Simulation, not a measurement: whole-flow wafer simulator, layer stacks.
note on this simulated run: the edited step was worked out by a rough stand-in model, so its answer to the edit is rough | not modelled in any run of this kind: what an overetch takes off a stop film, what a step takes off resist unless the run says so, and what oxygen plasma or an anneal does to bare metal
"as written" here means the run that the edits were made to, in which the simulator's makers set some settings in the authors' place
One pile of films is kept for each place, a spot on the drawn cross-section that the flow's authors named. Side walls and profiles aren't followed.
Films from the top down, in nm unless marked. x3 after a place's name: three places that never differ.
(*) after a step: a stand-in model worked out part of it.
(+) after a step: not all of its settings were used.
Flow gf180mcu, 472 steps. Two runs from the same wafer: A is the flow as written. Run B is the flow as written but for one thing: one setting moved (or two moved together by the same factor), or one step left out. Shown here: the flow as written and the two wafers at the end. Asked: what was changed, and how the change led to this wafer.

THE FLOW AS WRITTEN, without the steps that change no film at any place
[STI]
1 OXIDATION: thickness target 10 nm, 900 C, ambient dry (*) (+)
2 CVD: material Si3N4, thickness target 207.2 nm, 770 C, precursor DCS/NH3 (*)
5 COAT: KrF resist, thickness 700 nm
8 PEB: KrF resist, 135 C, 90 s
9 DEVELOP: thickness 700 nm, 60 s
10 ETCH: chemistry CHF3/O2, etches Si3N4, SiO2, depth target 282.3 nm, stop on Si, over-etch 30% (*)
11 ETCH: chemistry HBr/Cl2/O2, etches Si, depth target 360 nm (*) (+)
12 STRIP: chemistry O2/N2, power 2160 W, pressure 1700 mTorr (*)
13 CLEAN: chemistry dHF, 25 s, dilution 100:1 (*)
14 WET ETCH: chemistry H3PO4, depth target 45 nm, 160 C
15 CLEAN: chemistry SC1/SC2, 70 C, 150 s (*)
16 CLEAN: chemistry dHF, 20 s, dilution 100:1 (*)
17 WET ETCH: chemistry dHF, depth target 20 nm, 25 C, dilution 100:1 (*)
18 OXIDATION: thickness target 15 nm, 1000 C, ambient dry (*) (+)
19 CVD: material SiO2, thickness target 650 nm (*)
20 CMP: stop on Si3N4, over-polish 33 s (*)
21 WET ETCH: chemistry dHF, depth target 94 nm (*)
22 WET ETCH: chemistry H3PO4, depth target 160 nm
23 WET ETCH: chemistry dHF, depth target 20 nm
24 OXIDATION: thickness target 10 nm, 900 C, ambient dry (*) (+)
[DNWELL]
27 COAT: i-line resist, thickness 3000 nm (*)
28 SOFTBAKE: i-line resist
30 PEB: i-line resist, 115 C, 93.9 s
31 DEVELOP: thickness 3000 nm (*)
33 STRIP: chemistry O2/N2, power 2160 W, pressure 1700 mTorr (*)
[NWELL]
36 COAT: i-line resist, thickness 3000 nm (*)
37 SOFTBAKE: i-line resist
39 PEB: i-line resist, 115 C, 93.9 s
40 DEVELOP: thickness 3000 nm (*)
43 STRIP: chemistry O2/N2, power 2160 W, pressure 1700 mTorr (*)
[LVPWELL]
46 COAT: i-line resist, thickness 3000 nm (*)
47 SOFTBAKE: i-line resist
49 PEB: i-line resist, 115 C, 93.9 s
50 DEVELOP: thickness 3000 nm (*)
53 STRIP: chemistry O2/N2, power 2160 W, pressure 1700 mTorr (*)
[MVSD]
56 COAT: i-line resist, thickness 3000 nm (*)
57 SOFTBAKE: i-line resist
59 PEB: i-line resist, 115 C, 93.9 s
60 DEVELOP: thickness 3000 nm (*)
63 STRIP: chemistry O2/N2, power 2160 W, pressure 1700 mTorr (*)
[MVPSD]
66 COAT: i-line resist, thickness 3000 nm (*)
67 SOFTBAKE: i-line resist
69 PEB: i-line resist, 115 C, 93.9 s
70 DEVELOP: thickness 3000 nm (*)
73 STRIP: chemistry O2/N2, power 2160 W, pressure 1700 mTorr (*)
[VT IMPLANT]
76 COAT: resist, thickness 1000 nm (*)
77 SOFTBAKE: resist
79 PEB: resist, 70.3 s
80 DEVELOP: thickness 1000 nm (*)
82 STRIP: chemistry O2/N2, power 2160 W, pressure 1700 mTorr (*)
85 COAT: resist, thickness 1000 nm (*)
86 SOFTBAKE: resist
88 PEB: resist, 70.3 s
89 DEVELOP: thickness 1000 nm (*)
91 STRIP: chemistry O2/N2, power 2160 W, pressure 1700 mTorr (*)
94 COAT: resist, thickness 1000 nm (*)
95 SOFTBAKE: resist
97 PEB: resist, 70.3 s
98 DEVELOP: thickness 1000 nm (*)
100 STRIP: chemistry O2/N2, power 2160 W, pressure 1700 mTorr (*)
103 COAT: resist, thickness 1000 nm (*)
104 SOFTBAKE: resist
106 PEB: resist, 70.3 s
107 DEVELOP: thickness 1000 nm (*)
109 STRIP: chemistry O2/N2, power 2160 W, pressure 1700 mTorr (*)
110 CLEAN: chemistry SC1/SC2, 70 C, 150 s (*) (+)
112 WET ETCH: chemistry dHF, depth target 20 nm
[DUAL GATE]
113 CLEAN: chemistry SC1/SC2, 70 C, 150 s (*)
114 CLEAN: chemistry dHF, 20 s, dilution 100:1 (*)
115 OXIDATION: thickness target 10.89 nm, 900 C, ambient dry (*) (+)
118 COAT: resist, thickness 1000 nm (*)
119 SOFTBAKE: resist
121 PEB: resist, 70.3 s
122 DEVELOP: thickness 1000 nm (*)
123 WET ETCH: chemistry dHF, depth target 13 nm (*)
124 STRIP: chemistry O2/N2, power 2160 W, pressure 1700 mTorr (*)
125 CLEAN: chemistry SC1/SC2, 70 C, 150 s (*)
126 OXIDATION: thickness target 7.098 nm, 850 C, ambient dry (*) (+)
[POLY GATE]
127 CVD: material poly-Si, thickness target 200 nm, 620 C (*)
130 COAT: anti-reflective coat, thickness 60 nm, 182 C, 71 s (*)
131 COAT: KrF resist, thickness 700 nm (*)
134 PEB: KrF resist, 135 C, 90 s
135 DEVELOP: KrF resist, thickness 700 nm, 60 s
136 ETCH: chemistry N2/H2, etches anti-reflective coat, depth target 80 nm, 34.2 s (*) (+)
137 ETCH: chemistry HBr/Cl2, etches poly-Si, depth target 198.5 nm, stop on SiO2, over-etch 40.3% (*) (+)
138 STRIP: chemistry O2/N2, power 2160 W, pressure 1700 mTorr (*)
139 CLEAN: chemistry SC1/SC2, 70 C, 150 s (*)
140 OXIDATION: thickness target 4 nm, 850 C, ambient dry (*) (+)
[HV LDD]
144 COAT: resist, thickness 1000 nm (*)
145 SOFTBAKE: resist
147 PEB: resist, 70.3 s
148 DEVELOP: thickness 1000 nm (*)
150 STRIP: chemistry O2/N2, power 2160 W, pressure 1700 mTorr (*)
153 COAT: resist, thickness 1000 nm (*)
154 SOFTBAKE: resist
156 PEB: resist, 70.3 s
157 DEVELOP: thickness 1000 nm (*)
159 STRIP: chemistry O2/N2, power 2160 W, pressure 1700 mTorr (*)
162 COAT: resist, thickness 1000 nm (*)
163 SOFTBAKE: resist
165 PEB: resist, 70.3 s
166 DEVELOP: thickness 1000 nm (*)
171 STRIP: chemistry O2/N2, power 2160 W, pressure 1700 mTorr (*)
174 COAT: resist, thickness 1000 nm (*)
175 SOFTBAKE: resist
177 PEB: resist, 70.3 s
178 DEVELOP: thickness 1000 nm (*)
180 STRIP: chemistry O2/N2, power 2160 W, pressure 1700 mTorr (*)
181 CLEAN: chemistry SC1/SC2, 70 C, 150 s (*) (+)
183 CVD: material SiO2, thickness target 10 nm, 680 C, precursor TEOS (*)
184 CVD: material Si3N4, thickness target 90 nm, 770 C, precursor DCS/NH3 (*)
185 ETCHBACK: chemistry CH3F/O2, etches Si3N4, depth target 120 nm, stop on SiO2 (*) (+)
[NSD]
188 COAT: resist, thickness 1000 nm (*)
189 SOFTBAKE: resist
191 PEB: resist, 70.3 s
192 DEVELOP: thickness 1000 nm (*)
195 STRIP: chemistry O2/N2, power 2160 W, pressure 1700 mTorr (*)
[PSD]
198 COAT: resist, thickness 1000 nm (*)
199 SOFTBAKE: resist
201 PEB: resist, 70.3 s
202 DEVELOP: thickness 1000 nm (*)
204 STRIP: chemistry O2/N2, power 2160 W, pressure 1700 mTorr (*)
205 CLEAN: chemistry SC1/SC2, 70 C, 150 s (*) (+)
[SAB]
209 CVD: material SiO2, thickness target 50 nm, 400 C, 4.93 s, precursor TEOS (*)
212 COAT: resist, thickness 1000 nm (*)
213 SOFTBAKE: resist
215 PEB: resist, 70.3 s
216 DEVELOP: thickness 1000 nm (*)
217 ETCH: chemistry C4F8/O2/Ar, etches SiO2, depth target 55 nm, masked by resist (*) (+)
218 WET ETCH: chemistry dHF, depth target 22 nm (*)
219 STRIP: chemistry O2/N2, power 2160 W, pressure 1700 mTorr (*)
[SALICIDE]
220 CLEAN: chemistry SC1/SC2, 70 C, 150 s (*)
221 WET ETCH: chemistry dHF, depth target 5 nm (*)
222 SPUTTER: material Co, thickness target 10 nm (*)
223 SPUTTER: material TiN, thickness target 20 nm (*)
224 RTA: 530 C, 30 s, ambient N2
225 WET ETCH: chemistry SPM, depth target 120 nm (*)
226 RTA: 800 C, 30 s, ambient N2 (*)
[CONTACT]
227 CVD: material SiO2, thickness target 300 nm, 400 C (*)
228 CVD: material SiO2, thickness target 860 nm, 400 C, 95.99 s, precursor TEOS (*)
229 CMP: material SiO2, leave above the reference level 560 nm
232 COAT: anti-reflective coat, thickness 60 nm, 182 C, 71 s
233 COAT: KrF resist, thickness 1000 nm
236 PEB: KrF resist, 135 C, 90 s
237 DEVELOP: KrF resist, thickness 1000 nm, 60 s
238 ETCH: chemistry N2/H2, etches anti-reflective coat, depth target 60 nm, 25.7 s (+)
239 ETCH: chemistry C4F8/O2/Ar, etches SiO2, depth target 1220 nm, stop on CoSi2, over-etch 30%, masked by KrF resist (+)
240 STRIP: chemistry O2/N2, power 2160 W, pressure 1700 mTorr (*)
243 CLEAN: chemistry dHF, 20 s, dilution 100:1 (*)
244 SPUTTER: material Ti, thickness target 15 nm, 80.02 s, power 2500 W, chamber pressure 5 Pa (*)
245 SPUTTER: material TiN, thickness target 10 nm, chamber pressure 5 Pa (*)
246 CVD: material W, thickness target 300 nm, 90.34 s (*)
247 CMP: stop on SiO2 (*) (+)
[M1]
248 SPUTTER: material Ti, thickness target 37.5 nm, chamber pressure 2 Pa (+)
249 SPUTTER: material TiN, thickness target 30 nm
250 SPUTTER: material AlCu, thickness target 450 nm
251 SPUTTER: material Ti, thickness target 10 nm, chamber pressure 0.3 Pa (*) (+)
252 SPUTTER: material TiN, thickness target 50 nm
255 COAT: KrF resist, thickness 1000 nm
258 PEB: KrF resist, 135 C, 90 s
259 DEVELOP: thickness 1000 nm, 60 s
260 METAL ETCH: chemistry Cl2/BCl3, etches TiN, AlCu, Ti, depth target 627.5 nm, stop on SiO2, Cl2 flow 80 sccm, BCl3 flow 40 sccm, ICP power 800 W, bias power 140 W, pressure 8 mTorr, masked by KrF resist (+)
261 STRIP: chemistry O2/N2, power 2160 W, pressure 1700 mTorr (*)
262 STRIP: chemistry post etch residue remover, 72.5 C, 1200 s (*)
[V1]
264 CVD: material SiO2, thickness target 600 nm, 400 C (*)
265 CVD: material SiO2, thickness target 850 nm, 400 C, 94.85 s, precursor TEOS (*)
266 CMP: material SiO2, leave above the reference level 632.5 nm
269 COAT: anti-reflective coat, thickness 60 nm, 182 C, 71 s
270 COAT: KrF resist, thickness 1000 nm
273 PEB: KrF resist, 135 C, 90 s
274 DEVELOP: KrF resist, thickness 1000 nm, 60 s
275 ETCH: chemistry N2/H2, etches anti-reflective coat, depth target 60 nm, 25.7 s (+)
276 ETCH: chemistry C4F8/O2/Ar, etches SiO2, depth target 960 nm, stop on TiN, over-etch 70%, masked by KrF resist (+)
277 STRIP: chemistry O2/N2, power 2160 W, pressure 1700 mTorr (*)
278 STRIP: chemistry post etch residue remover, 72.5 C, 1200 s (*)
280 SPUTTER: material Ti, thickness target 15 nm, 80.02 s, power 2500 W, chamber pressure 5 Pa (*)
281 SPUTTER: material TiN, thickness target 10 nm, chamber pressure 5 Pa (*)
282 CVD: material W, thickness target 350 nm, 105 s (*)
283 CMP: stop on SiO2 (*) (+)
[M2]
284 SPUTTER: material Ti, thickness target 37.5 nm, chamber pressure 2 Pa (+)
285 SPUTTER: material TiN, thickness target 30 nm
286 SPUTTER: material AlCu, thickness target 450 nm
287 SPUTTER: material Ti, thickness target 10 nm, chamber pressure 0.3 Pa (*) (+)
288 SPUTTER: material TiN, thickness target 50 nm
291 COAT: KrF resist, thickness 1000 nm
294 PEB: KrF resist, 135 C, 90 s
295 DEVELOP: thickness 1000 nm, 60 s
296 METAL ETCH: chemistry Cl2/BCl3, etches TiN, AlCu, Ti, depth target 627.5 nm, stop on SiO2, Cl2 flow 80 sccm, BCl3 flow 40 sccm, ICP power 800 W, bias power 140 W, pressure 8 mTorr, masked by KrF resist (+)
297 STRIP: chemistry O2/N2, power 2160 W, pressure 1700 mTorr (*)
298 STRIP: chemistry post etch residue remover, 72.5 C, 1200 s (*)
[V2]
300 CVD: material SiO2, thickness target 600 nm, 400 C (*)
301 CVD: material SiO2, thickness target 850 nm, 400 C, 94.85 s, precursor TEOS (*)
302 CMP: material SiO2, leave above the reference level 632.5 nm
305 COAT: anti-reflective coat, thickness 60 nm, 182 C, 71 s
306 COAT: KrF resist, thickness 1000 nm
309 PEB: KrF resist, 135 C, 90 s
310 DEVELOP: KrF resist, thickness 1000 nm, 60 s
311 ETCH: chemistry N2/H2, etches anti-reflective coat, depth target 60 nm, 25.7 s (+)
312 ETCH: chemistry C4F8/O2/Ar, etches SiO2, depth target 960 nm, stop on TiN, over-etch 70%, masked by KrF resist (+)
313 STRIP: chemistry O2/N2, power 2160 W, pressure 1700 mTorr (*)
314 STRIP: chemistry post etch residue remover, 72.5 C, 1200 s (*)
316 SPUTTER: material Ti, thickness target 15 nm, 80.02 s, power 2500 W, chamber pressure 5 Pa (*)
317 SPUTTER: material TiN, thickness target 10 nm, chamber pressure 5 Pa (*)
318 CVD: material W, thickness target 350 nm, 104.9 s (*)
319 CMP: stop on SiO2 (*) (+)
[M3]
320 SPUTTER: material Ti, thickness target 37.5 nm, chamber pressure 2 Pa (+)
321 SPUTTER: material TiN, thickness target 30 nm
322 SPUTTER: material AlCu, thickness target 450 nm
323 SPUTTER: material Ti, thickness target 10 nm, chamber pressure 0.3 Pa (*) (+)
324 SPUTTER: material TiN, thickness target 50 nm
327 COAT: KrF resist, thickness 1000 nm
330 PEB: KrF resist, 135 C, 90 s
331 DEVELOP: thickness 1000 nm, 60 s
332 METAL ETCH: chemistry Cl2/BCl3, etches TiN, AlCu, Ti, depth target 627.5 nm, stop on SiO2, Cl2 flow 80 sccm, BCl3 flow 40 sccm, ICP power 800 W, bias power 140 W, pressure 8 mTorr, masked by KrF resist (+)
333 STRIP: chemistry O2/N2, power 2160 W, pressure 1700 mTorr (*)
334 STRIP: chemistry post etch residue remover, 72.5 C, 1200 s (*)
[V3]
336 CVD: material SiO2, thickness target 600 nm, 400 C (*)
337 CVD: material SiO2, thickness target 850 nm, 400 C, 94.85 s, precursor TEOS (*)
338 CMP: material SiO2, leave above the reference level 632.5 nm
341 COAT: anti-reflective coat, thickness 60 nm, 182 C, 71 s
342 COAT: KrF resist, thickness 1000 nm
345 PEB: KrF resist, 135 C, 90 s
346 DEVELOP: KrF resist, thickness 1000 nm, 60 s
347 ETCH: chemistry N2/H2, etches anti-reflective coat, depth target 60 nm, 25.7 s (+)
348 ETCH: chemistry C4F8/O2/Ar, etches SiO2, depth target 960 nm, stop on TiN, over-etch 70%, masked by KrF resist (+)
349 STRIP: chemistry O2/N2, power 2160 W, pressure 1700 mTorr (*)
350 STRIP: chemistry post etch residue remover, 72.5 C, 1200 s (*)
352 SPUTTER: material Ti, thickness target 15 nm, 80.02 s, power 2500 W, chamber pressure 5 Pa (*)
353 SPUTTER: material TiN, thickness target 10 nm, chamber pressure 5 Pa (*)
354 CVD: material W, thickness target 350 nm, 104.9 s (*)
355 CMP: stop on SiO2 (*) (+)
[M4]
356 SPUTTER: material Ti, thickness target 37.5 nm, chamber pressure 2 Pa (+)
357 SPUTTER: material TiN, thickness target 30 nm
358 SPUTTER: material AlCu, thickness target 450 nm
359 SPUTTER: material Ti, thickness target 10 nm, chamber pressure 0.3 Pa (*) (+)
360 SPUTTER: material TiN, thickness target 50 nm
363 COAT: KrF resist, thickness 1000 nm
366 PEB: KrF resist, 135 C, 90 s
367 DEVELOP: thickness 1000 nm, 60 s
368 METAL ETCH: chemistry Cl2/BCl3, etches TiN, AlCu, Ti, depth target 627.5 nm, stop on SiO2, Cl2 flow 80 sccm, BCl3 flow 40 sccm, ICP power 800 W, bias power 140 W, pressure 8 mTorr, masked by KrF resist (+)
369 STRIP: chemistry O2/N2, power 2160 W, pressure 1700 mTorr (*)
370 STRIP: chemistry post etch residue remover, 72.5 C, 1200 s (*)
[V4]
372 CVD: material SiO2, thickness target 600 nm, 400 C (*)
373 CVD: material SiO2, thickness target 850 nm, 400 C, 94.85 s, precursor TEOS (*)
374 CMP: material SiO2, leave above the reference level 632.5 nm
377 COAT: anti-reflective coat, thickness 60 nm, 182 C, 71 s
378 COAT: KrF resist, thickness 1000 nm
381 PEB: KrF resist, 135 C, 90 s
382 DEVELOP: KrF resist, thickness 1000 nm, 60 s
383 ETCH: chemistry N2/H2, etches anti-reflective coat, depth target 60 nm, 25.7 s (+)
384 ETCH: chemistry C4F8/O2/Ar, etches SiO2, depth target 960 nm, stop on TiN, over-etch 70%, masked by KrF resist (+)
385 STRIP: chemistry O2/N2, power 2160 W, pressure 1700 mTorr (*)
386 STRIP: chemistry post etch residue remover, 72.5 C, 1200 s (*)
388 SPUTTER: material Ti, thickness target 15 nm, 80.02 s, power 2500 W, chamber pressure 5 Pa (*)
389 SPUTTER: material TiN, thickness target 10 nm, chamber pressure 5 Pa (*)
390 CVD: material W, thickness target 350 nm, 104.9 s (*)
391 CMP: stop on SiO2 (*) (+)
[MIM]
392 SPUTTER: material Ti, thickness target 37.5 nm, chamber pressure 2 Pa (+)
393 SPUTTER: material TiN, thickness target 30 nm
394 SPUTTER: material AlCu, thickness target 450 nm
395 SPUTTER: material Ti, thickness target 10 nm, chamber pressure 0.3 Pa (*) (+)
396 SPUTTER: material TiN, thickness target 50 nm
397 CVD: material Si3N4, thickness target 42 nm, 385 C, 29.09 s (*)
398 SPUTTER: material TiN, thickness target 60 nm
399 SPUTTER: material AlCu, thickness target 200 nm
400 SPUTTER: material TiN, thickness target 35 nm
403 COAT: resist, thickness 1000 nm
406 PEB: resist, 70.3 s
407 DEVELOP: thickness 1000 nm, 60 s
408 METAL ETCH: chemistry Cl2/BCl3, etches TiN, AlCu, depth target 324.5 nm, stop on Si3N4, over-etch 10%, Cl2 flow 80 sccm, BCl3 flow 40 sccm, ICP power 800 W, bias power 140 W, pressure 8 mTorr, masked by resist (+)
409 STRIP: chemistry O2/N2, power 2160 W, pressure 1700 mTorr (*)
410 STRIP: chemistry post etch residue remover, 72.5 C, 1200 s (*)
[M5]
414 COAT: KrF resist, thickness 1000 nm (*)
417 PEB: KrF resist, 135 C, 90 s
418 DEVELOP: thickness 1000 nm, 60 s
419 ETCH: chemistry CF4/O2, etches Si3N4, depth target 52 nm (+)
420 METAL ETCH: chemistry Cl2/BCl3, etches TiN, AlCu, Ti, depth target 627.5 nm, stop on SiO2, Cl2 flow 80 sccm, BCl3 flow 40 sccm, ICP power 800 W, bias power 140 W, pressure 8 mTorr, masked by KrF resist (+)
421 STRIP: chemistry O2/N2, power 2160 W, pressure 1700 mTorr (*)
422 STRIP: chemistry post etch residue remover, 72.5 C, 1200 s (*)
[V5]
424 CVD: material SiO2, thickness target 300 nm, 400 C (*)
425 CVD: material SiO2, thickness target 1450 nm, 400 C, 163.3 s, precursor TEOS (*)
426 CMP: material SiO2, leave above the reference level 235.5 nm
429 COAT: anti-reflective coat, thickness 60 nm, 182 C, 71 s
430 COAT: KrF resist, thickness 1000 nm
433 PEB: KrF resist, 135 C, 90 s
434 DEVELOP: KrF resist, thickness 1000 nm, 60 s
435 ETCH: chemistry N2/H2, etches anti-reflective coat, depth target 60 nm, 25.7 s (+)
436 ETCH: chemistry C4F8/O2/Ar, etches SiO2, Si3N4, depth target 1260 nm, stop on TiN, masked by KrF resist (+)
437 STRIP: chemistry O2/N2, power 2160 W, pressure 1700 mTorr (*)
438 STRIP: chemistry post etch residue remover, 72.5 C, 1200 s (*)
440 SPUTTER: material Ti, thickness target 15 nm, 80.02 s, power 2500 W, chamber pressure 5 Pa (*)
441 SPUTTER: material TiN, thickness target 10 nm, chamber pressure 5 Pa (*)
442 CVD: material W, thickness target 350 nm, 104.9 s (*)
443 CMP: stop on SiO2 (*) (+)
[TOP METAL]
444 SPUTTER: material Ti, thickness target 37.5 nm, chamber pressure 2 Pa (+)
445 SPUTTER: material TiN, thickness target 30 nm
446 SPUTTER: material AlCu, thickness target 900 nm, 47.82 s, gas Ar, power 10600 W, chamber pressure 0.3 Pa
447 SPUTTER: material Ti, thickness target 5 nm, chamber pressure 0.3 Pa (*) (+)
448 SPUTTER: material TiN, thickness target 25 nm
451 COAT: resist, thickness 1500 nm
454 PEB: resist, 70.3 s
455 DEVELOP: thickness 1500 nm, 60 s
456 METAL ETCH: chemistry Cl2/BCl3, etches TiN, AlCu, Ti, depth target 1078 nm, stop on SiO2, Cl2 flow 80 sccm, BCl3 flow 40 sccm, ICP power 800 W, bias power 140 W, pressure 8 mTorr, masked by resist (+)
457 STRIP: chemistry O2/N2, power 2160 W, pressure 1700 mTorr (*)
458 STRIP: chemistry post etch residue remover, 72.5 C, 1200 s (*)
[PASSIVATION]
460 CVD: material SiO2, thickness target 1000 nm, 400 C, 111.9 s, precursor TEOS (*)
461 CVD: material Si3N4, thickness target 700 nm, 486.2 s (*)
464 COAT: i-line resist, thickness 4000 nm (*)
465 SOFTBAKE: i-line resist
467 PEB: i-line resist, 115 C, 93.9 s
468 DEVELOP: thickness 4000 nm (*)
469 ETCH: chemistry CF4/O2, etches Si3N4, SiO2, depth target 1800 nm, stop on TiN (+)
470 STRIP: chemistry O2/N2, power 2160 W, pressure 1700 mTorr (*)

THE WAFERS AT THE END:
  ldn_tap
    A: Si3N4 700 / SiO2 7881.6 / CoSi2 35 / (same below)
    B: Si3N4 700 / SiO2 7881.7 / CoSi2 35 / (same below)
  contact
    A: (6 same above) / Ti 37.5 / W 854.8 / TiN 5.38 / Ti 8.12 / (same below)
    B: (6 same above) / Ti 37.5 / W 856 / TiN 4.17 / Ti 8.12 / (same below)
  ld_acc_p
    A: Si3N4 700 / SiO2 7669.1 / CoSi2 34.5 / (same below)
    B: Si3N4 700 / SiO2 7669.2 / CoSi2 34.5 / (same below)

The cause: step 441, SPUTTER: thickness target 7.75 nm was run, where the flow has thickness target 10 nm.

How the change led to this, step by step:
  441 SPUTTER: material TiN, thickness target 10 nm, chamber pressure 5 Pa (*)
      field, field__w1, field__w2 and 108 more: A TiN +10 (new film) | B TiN +7.75 (new film)
      contact: A TiN +5.38 (new film) | B TiN +4.17 (new film)
  443 CMP: stop on SiO2 (*) (+)
      field, field__w1, field__w2 and 108 more: A W -350 (all of it), TiN -10 (all of it), Ti -15 (all of it), SiO2 -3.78 | B W -350 (all of it), TiN -7.75 (all of it), Ti -15 (all of it), SiO2 -3.76
